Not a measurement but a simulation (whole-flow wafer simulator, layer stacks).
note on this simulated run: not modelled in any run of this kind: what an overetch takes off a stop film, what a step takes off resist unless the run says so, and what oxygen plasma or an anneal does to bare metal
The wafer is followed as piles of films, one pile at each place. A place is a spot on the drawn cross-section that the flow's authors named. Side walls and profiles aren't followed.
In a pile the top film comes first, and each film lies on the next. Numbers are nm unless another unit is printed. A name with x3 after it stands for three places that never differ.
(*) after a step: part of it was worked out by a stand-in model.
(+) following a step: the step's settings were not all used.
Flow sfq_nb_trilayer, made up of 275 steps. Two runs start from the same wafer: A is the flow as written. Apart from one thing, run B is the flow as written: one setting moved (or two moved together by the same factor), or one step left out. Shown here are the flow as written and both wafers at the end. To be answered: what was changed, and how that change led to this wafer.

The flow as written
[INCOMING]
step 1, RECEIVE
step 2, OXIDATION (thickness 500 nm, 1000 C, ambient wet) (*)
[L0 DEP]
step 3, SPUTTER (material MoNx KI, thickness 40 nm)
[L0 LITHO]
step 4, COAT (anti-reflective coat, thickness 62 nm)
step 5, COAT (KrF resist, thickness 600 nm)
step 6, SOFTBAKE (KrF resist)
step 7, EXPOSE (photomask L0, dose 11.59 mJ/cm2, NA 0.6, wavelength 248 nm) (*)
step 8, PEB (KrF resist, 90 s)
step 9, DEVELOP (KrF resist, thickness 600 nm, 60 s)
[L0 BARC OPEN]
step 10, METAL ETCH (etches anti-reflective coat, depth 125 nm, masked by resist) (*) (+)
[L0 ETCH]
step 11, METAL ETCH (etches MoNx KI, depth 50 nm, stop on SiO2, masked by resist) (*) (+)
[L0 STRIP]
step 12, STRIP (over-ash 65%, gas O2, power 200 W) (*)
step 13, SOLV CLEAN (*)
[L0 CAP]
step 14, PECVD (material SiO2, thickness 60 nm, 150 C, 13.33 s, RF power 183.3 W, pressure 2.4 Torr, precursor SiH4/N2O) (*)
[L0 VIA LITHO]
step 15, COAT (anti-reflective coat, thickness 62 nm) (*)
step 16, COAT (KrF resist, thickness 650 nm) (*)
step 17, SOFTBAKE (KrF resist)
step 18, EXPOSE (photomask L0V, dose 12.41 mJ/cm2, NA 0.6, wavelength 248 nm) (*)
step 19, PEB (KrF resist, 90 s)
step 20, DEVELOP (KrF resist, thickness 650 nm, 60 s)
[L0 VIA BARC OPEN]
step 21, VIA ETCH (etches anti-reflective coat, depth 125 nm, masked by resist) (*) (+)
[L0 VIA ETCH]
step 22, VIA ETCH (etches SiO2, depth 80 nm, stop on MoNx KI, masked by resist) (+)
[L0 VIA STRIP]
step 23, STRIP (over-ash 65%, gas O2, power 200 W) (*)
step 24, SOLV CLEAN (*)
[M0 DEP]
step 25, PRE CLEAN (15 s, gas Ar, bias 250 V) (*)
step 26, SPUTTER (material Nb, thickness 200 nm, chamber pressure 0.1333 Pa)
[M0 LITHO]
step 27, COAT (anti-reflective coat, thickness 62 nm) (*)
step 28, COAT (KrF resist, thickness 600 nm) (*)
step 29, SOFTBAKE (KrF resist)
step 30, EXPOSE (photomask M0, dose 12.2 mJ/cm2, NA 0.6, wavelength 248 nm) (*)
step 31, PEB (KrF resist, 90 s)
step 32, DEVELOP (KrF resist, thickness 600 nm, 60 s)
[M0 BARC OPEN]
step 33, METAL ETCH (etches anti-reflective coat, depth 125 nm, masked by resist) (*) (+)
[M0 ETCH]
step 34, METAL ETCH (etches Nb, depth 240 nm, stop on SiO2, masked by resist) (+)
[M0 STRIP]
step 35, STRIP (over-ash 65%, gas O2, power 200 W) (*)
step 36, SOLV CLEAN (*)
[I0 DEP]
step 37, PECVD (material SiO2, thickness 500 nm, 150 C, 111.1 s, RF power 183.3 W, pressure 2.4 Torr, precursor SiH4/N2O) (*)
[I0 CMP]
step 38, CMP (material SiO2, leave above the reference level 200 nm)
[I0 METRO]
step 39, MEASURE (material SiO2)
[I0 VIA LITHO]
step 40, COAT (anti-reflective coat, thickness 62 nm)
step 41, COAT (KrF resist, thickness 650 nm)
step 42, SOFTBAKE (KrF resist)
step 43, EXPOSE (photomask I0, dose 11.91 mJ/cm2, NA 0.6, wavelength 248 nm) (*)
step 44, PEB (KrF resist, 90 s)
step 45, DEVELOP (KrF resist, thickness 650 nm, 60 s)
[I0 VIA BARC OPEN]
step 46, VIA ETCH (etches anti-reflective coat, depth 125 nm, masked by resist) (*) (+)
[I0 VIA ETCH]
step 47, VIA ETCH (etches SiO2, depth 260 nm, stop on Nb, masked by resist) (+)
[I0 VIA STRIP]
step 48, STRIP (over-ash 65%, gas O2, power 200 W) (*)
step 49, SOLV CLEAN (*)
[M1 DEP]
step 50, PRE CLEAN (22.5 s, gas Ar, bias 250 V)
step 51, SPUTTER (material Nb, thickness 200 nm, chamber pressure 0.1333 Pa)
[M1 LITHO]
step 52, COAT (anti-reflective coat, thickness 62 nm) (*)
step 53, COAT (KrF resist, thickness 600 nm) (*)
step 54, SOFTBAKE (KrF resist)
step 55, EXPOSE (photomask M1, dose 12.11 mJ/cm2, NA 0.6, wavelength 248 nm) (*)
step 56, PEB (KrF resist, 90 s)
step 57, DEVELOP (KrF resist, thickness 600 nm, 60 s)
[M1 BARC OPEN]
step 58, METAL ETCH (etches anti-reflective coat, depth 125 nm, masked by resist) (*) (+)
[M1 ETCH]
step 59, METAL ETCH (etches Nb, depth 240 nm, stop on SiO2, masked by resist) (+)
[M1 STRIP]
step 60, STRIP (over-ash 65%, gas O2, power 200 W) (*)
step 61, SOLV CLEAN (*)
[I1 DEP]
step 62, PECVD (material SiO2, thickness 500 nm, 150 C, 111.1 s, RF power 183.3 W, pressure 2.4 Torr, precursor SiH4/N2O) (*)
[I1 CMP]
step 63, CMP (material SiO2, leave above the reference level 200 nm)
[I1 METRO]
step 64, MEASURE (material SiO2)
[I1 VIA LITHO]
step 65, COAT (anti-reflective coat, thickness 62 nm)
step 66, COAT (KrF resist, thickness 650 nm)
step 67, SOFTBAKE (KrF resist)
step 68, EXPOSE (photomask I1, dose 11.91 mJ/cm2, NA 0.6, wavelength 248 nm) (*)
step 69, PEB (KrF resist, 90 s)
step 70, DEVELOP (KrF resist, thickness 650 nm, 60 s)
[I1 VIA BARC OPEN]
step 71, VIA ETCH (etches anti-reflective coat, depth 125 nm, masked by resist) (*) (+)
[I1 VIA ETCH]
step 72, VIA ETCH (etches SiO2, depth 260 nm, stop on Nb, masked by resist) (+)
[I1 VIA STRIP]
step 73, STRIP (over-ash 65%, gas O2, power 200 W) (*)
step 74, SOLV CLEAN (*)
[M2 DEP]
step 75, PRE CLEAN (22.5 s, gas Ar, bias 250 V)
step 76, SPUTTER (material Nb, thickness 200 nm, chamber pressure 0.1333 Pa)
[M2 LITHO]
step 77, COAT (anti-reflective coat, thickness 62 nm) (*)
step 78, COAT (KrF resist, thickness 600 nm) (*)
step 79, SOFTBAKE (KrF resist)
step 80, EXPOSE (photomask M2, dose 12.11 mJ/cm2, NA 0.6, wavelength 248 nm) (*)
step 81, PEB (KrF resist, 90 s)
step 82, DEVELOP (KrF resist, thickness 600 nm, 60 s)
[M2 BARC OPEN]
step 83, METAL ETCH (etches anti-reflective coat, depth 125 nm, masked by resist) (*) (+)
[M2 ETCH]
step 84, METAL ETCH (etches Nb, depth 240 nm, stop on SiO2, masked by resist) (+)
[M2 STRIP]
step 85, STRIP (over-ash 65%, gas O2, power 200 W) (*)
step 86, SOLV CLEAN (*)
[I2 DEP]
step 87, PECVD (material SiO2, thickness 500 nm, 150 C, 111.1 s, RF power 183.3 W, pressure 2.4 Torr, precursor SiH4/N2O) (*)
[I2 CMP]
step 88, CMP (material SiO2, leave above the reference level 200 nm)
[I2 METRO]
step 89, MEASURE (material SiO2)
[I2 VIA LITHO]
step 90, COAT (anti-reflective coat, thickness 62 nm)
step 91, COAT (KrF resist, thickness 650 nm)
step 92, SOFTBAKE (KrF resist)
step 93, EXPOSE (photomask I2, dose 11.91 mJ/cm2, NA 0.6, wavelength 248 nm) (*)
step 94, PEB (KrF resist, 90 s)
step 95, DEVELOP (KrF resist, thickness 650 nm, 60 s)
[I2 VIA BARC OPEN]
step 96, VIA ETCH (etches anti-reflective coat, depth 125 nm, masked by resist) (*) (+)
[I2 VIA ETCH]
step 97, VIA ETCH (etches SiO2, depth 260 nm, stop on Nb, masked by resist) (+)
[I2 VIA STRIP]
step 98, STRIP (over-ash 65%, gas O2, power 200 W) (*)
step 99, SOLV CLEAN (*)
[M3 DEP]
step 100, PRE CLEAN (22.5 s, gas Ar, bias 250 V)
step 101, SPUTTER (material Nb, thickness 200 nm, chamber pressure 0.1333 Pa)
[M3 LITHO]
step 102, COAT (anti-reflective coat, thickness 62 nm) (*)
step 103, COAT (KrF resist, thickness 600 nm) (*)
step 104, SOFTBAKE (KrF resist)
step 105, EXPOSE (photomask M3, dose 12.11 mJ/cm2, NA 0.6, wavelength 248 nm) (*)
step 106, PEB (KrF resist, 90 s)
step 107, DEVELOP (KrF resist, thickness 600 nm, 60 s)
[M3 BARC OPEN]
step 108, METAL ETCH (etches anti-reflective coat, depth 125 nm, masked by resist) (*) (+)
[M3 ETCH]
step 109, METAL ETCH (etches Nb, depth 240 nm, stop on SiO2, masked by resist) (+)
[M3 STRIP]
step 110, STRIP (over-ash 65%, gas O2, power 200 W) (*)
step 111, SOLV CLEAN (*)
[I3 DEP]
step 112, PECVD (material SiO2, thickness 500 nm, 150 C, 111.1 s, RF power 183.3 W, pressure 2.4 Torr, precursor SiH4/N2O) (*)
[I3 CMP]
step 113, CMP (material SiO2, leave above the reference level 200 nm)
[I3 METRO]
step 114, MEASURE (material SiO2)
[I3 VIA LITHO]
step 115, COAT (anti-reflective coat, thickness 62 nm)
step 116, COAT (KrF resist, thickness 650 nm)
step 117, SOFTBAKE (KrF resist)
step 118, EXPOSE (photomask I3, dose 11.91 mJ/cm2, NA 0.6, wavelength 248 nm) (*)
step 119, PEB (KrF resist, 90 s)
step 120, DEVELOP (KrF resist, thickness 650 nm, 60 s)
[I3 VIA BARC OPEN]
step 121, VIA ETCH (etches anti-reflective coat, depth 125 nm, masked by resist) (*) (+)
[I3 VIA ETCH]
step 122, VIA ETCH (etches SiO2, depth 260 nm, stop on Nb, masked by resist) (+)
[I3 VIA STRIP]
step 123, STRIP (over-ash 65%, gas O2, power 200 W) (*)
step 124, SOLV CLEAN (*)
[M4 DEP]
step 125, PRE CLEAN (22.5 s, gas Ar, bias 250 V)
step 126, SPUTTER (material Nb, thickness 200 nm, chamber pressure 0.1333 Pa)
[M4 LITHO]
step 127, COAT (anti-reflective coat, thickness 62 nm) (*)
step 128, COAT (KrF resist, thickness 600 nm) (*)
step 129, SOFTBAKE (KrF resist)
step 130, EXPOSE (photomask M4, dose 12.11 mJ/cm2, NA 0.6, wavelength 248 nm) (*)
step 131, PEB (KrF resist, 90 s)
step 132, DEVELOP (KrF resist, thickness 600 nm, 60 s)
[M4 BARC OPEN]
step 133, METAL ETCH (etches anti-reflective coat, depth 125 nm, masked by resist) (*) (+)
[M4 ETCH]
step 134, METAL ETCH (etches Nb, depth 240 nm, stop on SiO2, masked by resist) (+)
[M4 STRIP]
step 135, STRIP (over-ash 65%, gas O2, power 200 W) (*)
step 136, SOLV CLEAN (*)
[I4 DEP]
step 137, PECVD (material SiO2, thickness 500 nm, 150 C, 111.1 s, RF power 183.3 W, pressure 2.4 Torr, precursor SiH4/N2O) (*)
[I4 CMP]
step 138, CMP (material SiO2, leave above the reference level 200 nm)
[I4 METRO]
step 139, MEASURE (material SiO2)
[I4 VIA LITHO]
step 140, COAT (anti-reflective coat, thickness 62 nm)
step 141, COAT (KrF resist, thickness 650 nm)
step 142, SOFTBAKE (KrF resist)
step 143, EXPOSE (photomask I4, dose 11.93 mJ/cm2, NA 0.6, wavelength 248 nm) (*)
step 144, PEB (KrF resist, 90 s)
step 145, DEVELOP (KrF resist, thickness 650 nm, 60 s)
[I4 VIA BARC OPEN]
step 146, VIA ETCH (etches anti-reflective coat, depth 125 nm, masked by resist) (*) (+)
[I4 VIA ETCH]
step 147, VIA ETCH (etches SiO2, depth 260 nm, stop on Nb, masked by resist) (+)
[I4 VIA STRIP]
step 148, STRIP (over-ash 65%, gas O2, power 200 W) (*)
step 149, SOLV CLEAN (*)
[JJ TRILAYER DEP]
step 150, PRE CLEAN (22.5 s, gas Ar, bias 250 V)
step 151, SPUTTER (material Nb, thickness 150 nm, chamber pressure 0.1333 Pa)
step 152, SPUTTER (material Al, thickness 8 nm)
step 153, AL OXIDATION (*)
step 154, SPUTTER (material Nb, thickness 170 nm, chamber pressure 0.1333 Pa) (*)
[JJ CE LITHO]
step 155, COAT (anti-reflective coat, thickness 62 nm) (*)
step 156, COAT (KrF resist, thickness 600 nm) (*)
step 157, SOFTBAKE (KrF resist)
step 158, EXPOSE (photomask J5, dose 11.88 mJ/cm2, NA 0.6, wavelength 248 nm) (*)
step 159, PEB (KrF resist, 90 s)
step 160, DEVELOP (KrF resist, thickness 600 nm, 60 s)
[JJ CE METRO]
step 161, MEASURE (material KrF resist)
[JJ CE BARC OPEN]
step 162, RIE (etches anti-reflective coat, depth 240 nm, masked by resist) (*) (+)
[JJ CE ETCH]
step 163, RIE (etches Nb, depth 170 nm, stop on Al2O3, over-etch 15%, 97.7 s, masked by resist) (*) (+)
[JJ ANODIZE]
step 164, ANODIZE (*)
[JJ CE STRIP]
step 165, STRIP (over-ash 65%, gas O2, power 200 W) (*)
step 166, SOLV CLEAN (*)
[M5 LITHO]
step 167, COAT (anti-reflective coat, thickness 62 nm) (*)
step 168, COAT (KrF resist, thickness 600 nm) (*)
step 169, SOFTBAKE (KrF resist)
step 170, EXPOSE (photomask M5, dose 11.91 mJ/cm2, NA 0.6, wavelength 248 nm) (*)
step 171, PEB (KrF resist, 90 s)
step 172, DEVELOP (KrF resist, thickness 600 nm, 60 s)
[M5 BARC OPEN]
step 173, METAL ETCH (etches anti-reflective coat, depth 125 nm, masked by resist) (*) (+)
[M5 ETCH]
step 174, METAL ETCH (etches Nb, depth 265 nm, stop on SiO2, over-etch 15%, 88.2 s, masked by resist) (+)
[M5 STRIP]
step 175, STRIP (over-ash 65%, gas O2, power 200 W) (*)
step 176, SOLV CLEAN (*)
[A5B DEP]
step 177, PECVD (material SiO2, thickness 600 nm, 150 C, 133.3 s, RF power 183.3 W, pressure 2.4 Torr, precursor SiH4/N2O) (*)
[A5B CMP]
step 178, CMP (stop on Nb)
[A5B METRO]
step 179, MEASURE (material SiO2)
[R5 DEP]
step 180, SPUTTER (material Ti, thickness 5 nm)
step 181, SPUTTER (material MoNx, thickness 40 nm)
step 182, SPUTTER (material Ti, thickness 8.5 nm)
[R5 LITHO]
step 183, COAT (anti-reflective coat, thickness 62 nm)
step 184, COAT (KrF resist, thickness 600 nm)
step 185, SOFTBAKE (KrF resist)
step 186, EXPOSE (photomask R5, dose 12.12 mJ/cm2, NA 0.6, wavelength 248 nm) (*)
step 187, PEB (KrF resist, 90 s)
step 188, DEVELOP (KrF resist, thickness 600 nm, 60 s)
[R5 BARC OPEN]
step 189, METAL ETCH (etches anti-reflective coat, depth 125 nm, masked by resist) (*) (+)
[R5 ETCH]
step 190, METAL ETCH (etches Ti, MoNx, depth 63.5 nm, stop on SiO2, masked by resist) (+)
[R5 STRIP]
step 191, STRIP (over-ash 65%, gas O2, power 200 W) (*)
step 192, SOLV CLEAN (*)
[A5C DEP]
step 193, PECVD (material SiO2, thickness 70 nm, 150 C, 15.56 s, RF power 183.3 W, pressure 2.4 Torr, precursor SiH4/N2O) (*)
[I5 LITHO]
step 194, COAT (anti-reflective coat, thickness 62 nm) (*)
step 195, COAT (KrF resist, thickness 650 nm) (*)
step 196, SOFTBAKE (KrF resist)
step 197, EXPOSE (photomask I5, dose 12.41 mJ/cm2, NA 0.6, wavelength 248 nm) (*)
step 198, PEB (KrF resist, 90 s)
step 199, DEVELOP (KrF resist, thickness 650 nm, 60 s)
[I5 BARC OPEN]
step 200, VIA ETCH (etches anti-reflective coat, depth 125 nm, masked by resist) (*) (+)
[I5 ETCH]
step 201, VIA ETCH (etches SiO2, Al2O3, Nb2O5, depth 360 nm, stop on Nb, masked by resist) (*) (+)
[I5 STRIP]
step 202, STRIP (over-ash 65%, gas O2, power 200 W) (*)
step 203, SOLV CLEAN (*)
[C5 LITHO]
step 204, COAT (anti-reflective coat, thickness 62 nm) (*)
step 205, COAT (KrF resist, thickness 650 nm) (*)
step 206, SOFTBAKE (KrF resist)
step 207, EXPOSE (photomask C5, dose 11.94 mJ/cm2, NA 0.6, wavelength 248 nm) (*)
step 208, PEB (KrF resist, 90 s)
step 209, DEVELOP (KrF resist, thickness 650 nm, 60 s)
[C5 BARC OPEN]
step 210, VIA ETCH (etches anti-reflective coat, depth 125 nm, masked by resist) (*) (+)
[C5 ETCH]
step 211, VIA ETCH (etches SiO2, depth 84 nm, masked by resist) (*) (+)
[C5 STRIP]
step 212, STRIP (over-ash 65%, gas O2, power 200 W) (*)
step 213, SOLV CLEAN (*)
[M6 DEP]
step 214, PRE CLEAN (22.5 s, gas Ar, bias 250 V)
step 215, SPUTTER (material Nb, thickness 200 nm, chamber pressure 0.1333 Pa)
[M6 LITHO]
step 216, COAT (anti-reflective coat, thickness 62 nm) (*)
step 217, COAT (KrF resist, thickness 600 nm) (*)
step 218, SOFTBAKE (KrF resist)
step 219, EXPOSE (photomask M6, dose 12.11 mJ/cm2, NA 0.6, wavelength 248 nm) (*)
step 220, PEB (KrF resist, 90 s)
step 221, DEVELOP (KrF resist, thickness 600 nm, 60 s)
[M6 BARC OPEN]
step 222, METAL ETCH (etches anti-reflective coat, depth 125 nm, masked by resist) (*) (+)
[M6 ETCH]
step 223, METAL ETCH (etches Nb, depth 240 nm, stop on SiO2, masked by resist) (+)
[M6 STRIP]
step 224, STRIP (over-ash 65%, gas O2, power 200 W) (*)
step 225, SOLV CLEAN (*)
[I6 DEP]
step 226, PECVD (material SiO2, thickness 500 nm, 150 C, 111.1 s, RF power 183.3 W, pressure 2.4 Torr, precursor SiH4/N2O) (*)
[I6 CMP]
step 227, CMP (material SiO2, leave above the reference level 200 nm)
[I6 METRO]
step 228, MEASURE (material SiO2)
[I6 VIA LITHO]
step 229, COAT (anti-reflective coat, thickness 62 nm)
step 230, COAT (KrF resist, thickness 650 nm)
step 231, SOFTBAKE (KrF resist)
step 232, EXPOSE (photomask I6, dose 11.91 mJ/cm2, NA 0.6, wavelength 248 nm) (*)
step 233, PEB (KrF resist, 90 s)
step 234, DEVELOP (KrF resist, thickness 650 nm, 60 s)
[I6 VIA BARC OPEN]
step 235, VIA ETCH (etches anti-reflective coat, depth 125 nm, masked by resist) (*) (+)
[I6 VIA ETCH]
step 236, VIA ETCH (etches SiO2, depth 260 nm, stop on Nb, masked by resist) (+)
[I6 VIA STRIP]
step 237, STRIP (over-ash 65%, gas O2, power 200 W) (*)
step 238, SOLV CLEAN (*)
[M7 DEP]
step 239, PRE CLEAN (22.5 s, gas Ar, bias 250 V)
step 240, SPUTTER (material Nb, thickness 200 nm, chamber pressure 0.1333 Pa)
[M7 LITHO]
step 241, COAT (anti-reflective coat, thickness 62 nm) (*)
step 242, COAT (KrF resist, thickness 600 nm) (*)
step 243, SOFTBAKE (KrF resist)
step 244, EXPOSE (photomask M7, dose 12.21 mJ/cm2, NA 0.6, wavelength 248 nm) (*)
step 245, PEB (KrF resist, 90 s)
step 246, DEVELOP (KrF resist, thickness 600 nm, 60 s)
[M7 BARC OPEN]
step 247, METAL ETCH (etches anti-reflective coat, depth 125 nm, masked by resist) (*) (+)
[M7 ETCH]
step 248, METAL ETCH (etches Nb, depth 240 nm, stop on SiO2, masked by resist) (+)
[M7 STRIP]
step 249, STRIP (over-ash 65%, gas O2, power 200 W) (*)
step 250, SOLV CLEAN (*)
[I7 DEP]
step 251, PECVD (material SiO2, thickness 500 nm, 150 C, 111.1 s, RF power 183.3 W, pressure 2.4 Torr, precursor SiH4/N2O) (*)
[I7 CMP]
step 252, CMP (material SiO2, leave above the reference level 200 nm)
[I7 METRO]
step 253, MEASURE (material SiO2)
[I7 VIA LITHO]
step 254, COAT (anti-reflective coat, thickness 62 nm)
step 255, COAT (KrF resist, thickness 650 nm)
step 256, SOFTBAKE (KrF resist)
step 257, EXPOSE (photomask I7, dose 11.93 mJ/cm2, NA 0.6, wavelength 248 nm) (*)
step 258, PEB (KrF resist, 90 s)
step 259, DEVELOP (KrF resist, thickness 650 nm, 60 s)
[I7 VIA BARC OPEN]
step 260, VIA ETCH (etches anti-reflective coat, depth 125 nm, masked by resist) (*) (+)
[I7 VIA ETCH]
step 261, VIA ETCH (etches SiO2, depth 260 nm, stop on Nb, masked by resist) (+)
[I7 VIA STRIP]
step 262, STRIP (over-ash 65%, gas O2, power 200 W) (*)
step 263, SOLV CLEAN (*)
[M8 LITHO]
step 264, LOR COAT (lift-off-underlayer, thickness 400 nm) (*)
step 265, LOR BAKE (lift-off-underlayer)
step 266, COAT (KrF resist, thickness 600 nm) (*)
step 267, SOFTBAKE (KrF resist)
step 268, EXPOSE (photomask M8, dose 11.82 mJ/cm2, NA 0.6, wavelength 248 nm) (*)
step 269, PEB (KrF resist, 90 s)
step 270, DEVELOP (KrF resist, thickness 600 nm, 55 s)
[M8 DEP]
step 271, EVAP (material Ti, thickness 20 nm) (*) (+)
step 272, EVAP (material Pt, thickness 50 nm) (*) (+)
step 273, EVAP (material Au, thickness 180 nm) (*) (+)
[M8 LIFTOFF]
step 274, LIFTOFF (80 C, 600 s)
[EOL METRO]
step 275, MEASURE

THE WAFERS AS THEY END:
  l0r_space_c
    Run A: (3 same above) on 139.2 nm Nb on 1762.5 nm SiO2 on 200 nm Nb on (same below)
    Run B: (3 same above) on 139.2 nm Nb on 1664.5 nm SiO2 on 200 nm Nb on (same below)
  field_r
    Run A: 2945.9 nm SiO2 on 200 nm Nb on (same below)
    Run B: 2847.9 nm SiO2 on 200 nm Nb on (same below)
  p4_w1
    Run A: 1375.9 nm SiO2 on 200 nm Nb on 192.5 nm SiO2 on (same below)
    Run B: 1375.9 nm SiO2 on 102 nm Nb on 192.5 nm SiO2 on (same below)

Cause: step 126, SPUTTER: thickness 102 nm was run, whereas the flow has thickness 200 nm.
The wafer itself shows it: p4_w1 has Nb 102, and step 126 as written asks for 200 nm.

Step by step, how the change led to this:
  step 126, SPUTTER (material Nb, thickness 200 nm, chamber pressure 0.1333 Pa)
      field_l, v_sur, via_wl and 102 more: A +200 Nb (new film) | B +102 Nb (new film)
      via_v: A +165.5 Nb | B +84.1 Nb
  step 127, COAT (anti-reflective coat, thickness 62 nm) (*)
      via_v: A +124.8 anti-reflective coat (new film) | B +120 anti-reflective coat (new film)
  step 134, METAL ETCH (etches Nb, depth 240 nm, stop on SiO2, masked by resist) (+)
      field_l, be, be_sur and 64 more: A -200 Nb (all of it) | B -102 Nb (all of it)
      v_sur, via_wl, via_w and 36 more: A -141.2 KrF resist | B -90 KrF resist
  step 135, STRIP (over-ash 65%, gas O2, power 200 W) (*)
      p4_fl, p4_fm, p4_w1 and 26 more: A -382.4 KrF resist (all of it), -62 anti-reflective coat (all of it) | B -433.6 KrF resist (all of it), -62 anti-reflective coat (all of it)
      ln_m5, lsp_m, ln_m6: A -381.9 KrF resist (all of it), -61.8 anti-reflective coat (all of it) | B -433.1 KrF resist (all of it), -61.8 anti-reflective coat (all of it)
      (as well as at 7 more places)
  step 137, PECVD (material SiO2, thickness 500 nm, 150 C, 111.1 s, RF power 183.3 W, pressure 2.4 Torr, precursor SiH4/N2O) (*)
      p3_s0, p3_s1, p3_s2, p3_s3, p3_s4, p3_s5: A +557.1 SiO2 | B +500 SiO2
      via_v: A +615 SiO2 (new film) | B +587.8 SiO2 (new film)
  step 138, CMP (material SiO2, leave above the reference level 200 nm)
      field_l, be, be_sur and 55 more: A -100 SiO2 | B -198 SiO2
      p3_s0, p3_s1, p3_s2, p3_s3, p3_s4, p3_s5: A -157.1 SiO2 | B -198 SiO2
      (as well as at 4 more places)
